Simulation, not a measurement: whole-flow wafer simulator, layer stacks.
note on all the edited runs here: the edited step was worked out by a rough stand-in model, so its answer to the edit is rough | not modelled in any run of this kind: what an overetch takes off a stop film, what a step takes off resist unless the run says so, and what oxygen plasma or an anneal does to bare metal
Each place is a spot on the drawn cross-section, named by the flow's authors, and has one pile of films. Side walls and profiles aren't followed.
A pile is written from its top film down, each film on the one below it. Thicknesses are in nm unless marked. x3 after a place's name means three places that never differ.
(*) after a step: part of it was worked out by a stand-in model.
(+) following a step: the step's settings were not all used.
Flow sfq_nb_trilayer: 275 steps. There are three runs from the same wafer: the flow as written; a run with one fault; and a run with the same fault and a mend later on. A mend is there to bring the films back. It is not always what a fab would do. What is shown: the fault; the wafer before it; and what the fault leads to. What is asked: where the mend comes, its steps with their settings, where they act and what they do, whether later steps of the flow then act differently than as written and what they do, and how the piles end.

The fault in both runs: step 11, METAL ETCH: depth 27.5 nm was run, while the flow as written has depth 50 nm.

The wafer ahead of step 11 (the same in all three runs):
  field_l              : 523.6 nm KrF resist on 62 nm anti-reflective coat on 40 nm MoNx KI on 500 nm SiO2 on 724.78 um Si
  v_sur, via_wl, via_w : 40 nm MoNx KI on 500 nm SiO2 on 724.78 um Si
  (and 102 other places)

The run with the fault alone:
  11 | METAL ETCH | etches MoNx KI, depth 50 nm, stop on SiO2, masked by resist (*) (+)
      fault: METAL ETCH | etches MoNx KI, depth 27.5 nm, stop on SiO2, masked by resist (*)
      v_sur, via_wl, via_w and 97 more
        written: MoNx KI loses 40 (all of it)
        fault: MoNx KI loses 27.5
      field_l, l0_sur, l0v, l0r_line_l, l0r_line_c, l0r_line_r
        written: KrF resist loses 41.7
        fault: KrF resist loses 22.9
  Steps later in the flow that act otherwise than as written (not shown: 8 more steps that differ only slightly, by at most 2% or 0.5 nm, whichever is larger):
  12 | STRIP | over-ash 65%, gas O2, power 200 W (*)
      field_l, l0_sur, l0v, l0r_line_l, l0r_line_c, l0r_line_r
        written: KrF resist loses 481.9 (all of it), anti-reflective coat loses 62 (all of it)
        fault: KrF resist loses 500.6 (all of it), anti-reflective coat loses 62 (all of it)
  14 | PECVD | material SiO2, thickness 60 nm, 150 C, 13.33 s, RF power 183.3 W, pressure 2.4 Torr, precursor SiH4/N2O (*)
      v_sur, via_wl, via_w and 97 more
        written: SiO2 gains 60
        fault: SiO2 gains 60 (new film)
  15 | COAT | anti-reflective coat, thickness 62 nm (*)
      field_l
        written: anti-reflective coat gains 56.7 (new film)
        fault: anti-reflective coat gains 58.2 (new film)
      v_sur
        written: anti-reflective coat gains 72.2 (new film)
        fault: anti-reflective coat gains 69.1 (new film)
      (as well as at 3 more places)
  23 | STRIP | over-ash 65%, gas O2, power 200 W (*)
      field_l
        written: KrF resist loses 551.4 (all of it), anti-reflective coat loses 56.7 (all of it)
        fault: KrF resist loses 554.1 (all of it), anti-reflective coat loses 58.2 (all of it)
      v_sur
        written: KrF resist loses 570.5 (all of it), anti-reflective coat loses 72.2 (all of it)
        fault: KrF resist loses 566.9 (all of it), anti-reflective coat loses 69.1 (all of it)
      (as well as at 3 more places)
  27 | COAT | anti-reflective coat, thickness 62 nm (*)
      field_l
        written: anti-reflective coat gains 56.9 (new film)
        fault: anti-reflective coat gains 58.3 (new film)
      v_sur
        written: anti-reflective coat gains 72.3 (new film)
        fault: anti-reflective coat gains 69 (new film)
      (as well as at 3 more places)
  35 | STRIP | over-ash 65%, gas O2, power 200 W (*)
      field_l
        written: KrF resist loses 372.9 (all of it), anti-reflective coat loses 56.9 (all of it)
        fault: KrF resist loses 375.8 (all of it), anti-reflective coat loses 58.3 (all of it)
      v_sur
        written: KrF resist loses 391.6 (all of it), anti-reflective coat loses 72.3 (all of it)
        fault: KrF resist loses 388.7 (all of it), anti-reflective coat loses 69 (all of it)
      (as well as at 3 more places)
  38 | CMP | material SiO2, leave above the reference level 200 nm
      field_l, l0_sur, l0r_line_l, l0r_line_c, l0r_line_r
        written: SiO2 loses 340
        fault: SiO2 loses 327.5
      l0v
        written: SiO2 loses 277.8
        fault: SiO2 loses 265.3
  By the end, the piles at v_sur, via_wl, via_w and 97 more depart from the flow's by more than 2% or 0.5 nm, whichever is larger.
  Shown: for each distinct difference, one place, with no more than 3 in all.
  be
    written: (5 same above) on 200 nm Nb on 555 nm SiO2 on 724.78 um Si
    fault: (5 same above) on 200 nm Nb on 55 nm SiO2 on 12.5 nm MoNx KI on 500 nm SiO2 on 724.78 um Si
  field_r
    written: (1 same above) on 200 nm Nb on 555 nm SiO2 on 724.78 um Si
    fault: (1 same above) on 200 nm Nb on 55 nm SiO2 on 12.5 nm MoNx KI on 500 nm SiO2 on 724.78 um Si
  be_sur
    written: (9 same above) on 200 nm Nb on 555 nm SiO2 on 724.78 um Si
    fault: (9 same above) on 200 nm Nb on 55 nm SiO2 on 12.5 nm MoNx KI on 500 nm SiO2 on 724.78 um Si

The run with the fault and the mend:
  The mend stands after step 11.
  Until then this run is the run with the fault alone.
  11a | METAL ETCH | etches MoNx KI, depth 22.5 nm, stop on SiO2, masked by resist (+) (a further turn of the flow's step 11, with different settings)
      v_sur, via_wl, via_w and 97 more
        MoNx KI loses 12.5 (all of it)
      field_l, l0_sur, l0v, l0r_line_l, l0r_line_c, l0r_line_r
        KrF resist loses 15.6
  Every later step of the flow that is run acts as written, at every place that is followed, to within 2% or 0.5 nm, whichever is larger.
  The piles end the same as the flow's at every place that both follow.
